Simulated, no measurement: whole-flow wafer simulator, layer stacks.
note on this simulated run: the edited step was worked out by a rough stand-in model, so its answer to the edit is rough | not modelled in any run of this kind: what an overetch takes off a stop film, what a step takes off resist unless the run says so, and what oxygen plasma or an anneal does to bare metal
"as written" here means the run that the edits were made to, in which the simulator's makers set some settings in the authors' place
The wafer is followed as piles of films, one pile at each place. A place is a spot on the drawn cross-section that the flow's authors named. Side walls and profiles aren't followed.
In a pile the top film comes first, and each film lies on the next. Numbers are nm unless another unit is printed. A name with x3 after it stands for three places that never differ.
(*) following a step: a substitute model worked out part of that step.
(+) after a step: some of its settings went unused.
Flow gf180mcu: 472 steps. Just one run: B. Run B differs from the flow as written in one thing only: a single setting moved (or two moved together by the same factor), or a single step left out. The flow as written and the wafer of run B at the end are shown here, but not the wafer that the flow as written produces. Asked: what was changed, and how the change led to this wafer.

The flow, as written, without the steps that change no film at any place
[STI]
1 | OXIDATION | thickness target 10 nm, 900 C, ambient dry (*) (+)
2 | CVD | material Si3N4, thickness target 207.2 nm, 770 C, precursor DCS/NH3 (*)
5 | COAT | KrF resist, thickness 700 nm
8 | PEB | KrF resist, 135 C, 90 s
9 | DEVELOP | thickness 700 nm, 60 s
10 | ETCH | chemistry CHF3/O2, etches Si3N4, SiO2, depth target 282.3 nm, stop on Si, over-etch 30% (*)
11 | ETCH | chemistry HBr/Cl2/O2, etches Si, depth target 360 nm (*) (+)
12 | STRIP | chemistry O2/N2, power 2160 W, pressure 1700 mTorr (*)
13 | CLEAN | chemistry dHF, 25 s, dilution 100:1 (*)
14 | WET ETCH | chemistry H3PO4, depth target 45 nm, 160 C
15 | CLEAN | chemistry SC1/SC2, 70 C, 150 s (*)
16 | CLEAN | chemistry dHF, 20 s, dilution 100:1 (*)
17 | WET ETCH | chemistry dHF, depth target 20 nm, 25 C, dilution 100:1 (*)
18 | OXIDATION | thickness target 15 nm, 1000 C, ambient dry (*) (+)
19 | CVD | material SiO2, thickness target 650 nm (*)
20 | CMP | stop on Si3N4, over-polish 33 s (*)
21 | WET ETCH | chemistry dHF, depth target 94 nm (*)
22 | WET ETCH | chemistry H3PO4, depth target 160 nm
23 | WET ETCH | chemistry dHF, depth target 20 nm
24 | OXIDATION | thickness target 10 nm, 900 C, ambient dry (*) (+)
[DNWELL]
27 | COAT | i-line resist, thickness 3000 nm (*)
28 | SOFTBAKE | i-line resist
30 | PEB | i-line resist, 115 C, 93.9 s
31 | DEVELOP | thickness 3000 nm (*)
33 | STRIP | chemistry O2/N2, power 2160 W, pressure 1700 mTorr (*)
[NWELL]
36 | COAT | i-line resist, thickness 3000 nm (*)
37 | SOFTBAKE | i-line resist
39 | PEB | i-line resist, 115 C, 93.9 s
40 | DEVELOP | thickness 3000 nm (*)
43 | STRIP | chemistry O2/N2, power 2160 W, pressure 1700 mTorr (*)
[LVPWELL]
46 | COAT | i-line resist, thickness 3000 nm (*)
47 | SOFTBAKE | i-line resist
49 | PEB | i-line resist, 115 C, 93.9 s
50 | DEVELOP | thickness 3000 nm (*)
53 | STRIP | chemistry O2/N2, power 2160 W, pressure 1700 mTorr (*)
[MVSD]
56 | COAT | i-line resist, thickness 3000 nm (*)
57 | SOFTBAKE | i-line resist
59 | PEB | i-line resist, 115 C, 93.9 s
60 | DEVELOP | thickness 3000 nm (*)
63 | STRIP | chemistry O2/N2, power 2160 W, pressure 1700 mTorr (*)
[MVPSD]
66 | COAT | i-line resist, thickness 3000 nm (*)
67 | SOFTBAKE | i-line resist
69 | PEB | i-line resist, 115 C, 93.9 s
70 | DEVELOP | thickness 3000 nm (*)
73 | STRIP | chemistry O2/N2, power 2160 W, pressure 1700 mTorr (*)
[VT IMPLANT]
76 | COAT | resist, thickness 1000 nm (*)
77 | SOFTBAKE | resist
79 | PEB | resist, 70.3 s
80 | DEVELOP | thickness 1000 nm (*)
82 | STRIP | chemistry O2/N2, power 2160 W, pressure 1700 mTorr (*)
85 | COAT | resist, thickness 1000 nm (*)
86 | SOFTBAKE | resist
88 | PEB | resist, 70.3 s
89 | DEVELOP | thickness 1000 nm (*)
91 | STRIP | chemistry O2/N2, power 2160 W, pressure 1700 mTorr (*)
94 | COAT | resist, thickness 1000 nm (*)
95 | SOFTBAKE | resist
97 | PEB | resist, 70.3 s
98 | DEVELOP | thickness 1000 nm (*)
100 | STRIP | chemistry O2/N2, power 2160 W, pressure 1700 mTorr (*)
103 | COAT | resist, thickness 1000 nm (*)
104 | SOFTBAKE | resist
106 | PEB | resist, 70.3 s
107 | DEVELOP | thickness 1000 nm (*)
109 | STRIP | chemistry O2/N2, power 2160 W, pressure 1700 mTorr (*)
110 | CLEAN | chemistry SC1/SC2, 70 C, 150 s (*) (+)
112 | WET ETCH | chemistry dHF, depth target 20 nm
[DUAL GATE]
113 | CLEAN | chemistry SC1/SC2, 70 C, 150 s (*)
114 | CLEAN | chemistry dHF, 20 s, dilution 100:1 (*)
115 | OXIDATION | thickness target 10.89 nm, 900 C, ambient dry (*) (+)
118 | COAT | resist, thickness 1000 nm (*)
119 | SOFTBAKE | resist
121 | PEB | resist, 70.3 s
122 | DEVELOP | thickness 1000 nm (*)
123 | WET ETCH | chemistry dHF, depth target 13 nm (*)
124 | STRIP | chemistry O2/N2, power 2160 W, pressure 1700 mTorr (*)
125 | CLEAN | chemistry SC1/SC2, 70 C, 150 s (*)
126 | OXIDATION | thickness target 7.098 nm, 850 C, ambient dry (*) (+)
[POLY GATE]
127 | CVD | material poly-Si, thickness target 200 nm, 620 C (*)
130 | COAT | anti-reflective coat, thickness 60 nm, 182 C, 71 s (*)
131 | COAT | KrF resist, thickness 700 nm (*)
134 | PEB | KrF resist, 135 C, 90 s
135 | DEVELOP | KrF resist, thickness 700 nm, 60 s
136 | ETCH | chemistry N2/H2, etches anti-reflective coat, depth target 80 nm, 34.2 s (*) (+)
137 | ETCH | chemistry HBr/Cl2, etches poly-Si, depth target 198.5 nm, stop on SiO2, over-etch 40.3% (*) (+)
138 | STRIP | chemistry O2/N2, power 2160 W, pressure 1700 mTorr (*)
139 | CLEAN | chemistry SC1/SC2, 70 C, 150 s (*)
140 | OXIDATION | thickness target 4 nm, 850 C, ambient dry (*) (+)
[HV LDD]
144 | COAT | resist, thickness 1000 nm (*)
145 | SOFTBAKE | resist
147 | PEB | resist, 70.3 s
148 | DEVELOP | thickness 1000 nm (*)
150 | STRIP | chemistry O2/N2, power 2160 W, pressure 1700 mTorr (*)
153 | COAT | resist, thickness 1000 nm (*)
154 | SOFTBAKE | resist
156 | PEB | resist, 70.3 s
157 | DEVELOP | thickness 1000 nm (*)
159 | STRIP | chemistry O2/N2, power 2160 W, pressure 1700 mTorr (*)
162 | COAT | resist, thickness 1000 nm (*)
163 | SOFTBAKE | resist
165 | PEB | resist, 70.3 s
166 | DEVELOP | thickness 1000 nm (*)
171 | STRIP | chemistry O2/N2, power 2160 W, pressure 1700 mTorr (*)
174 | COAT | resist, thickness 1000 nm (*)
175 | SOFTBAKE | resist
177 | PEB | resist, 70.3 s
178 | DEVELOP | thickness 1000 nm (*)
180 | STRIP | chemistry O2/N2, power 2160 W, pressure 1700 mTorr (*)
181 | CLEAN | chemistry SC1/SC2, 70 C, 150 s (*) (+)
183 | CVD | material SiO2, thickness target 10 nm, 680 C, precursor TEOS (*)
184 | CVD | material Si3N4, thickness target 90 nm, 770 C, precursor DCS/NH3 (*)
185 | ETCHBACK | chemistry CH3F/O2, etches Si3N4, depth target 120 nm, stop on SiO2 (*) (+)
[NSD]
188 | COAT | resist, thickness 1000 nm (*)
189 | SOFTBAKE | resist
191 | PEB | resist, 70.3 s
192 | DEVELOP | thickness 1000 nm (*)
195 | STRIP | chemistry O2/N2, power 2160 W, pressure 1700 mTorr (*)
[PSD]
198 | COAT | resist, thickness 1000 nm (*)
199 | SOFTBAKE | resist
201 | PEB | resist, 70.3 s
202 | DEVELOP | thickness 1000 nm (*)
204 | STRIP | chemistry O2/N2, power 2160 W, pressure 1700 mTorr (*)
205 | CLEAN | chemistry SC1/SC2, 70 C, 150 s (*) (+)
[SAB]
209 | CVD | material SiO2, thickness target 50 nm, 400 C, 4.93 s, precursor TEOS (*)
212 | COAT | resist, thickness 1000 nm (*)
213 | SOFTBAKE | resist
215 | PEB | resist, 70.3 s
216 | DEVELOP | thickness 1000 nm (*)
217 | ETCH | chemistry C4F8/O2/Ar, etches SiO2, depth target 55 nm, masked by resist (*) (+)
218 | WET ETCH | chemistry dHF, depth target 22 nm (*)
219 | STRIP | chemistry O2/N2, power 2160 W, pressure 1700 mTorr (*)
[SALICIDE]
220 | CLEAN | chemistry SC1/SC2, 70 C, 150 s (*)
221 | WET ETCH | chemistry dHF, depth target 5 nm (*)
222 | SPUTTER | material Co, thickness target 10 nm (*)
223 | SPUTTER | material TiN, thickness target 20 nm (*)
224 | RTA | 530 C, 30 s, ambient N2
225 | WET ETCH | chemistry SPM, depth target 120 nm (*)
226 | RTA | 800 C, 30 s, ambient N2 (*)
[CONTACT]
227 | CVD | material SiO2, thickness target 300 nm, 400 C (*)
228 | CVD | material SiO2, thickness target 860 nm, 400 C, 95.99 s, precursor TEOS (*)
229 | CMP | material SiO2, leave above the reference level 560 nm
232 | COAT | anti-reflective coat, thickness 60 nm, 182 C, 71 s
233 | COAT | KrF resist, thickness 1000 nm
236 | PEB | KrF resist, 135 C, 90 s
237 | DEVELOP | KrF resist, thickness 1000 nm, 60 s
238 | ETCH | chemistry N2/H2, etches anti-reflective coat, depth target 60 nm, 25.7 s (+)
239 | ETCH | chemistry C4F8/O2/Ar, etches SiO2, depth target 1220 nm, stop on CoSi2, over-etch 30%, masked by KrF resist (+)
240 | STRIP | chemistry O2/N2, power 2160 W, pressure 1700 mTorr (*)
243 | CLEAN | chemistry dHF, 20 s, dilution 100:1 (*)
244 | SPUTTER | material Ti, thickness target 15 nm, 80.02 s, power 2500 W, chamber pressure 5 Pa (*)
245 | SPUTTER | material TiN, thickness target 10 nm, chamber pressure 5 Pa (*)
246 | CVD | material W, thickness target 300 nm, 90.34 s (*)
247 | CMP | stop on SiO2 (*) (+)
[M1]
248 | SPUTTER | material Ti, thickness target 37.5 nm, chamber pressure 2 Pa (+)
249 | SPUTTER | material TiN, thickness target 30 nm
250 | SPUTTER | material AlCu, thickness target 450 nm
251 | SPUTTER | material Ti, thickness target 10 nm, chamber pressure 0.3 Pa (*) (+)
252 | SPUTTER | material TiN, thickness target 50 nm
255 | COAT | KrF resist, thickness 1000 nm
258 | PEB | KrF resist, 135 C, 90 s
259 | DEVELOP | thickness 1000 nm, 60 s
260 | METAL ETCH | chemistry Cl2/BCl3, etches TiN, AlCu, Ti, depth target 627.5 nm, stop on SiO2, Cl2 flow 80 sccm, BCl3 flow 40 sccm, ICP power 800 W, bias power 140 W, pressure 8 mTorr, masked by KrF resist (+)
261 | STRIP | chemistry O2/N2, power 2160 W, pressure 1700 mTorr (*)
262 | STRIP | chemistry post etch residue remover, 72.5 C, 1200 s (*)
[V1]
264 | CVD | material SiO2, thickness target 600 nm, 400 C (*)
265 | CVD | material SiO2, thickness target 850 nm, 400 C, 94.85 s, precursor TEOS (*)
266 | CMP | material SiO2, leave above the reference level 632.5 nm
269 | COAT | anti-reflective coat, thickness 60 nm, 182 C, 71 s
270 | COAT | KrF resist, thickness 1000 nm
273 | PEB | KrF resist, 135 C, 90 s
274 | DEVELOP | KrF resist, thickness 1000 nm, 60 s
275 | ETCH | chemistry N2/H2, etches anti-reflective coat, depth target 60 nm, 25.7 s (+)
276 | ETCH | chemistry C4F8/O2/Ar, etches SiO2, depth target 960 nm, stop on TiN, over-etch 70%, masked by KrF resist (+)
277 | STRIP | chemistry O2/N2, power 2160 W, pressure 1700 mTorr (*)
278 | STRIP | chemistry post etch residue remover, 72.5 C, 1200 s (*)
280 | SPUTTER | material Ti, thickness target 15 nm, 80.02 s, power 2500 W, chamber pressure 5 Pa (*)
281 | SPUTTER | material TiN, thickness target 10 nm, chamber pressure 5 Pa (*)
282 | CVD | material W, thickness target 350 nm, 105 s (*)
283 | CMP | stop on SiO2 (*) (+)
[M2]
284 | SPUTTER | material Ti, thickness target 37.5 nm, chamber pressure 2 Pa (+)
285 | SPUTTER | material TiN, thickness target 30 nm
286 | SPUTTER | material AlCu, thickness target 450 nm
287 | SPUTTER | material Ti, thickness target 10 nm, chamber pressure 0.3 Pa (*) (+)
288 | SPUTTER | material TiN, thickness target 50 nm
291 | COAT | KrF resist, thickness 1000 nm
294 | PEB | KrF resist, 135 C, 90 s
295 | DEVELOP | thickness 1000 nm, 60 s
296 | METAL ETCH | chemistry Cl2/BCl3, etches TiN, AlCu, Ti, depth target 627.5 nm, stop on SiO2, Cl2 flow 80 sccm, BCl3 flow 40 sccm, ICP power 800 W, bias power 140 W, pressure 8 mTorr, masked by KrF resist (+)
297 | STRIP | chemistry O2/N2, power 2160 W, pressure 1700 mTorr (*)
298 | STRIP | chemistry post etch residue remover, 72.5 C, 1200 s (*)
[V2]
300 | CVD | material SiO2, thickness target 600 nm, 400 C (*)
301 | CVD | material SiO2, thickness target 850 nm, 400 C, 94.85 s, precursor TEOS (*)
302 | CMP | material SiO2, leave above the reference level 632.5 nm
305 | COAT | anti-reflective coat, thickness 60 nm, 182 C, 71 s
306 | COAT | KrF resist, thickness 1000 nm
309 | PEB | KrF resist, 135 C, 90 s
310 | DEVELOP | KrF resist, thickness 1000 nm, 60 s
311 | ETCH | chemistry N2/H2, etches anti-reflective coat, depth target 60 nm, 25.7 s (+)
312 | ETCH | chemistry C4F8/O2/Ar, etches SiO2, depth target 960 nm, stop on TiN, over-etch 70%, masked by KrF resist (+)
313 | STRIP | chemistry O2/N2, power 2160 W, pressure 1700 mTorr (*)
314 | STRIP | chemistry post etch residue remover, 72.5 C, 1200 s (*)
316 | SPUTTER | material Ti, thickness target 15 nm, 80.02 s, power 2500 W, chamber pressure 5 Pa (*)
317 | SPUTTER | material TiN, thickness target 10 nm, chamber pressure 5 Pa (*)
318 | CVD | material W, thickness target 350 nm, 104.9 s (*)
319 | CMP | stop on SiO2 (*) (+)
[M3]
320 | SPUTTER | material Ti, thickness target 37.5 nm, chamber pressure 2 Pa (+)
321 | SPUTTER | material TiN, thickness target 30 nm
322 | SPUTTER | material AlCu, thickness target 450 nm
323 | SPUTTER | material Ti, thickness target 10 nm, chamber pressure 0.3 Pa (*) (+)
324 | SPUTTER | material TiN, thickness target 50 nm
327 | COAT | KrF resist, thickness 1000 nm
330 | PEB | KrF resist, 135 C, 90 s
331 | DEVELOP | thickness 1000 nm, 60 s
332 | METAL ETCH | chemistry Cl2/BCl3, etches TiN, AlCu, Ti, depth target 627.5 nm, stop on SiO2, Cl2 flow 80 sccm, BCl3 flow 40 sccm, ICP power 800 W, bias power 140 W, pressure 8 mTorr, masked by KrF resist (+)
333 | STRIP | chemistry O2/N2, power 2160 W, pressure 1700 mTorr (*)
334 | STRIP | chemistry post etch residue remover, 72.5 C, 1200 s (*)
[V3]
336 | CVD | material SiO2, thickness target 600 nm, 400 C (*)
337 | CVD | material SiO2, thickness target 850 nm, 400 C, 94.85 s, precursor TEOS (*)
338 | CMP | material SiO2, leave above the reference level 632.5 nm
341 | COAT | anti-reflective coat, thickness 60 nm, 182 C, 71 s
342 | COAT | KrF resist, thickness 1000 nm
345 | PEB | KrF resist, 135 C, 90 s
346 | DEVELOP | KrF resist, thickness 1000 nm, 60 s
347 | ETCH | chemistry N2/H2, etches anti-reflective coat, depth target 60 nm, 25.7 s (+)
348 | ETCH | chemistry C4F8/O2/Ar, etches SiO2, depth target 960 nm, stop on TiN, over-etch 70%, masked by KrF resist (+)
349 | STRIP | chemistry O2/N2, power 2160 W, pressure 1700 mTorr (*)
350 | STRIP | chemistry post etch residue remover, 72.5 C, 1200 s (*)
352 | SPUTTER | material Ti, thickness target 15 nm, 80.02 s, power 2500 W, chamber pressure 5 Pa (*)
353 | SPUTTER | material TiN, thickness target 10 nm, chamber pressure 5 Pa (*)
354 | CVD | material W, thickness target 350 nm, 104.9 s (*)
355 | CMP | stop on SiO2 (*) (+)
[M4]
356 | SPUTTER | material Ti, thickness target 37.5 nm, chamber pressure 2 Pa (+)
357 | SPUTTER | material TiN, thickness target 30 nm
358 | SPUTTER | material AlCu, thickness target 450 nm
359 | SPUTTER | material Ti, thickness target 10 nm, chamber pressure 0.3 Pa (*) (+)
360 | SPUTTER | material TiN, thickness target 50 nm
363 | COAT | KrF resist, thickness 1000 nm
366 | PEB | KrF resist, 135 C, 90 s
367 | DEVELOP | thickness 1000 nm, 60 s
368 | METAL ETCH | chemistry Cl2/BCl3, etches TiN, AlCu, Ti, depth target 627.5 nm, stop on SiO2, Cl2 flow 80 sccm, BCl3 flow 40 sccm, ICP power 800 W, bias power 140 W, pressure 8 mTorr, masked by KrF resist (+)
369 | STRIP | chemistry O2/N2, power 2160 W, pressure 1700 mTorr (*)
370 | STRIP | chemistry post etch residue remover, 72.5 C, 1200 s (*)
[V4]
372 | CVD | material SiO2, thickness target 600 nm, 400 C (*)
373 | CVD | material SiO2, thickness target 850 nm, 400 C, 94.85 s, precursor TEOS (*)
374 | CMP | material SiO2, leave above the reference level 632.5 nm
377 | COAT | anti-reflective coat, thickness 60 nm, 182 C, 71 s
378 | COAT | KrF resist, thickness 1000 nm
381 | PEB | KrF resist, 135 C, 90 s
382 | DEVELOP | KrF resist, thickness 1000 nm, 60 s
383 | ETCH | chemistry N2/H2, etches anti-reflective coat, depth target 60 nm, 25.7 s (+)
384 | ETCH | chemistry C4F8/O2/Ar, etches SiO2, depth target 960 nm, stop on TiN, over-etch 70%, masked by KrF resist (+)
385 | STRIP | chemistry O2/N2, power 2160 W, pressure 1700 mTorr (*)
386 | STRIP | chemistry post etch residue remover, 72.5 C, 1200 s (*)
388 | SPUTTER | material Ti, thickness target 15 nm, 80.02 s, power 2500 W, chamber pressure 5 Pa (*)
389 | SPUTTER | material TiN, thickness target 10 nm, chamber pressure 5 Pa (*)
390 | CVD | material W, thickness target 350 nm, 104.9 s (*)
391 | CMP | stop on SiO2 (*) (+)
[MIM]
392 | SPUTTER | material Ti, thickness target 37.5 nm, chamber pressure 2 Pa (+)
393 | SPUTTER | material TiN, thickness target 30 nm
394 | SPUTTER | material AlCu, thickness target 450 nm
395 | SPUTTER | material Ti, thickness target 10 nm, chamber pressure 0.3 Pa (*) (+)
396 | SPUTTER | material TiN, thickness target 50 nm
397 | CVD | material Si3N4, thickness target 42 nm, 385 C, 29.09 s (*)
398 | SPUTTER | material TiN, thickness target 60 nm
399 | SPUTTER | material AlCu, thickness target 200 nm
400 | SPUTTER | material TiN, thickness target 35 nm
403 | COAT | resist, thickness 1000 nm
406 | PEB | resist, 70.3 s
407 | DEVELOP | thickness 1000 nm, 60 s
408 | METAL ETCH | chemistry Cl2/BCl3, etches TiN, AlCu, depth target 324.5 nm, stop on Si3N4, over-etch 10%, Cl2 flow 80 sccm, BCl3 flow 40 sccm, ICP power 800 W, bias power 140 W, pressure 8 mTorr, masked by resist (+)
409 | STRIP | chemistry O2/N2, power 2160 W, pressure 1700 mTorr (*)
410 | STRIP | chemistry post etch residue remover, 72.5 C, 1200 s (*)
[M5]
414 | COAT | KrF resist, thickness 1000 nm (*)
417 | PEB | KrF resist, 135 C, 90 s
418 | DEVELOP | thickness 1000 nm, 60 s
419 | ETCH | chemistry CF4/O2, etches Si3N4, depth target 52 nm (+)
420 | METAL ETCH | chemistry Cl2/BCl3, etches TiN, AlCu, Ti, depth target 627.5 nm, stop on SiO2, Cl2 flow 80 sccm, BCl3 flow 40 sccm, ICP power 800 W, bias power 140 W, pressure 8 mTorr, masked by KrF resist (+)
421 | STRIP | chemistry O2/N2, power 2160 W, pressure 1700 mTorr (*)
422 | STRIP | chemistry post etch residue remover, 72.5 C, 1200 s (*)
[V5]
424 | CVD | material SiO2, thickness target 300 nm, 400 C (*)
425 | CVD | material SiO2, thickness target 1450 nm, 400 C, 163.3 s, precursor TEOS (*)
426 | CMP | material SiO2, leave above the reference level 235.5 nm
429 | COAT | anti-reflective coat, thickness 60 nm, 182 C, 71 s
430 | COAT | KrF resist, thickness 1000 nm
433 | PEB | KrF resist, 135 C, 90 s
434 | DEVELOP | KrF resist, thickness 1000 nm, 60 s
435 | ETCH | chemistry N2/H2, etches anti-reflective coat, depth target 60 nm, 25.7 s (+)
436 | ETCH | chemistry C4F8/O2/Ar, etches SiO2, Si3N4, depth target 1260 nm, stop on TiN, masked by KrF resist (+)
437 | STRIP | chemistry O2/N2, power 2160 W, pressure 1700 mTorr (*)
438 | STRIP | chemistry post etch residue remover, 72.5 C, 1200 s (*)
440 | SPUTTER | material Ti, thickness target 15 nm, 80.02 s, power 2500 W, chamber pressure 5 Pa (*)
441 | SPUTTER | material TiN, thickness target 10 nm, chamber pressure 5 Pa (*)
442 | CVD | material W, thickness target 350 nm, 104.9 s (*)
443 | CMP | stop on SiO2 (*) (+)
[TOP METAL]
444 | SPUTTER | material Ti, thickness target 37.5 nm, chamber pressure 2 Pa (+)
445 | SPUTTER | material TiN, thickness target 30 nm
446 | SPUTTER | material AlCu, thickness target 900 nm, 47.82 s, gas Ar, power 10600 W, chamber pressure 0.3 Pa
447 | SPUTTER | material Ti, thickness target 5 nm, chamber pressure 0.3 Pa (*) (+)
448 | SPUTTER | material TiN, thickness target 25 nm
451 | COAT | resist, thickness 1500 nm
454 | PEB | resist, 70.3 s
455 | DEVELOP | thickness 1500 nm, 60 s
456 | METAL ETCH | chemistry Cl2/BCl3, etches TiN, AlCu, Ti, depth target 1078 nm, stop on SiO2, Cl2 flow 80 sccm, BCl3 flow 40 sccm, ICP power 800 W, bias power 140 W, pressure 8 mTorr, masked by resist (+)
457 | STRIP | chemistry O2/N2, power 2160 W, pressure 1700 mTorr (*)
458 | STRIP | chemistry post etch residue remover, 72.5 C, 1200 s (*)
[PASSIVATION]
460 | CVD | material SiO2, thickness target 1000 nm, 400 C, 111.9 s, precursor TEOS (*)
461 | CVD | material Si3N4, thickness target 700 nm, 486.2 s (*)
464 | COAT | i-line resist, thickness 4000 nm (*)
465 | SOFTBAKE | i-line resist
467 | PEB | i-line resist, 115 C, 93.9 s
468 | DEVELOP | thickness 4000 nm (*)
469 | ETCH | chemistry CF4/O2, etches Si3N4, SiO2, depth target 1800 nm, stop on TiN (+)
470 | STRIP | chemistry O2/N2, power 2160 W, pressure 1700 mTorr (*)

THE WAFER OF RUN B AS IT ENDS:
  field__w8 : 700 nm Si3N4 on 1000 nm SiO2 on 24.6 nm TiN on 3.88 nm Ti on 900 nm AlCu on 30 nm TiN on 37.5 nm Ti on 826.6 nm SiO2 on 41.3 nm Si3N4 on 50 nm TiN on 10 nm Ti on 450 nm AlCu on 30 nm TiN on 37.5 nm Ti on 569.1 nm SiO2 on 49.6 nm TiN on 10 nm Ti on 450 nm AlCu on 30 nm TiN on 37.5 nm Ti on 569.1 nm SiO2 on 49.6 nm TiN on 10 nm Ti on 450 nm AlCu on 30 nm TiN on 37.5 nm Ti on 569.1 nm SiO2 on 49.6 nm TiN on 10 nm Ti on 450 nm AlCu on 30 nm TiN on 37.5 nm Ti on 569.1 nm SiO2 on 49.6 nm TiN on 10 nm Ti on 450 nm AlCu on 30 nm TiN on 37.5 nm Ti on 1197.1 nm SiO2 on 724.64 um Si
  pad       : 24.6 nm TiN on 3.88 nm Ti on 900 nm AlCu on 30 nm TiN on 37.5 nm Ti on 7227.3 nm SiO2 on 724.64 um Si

Cause: step 447, SPUTTER: thickness target 3.88 nm was run, while the flow as written has thickness target 5 nm.
One can read it off the wafer: field__w8 has Ti 3.88, and step 447 as written asks for 5 nm.

Step by step, how the change led to this:
  447 | SPUTTER | material Ti, thickness target 5 nm, chamber pressure 0.3 Pa (*) (+)
      field, field__w1, field__w2 and 109 more: +3.88 Ti (new film) (as written it would have been: +5 Ti (new film))
  456 | METAL ETCH | chemistry Cl2/BCl3, etches TiN, AlCu, Ti, depth target 1078 nm, stop on SiO2, Cl2 flow 80 sccm, BCl3 flow 40 sccm, ICP power 800 W, bias power 140 W, pressure 8 mTorr, masked by resist (+)
      field, field__w1, field__w2 and 103 more: -25 TiN (all of it), -3.88 Ti (all of it), -900 AlCu (all of it), -30 TiN (all of it), -37.5 Ti (all of it) (as written it would have been: -25 TiN (all of it), -5 Ti (all of it), -900 AlCu (all of it), -30 TiN (all of it), -37.5 Ti (all of it))
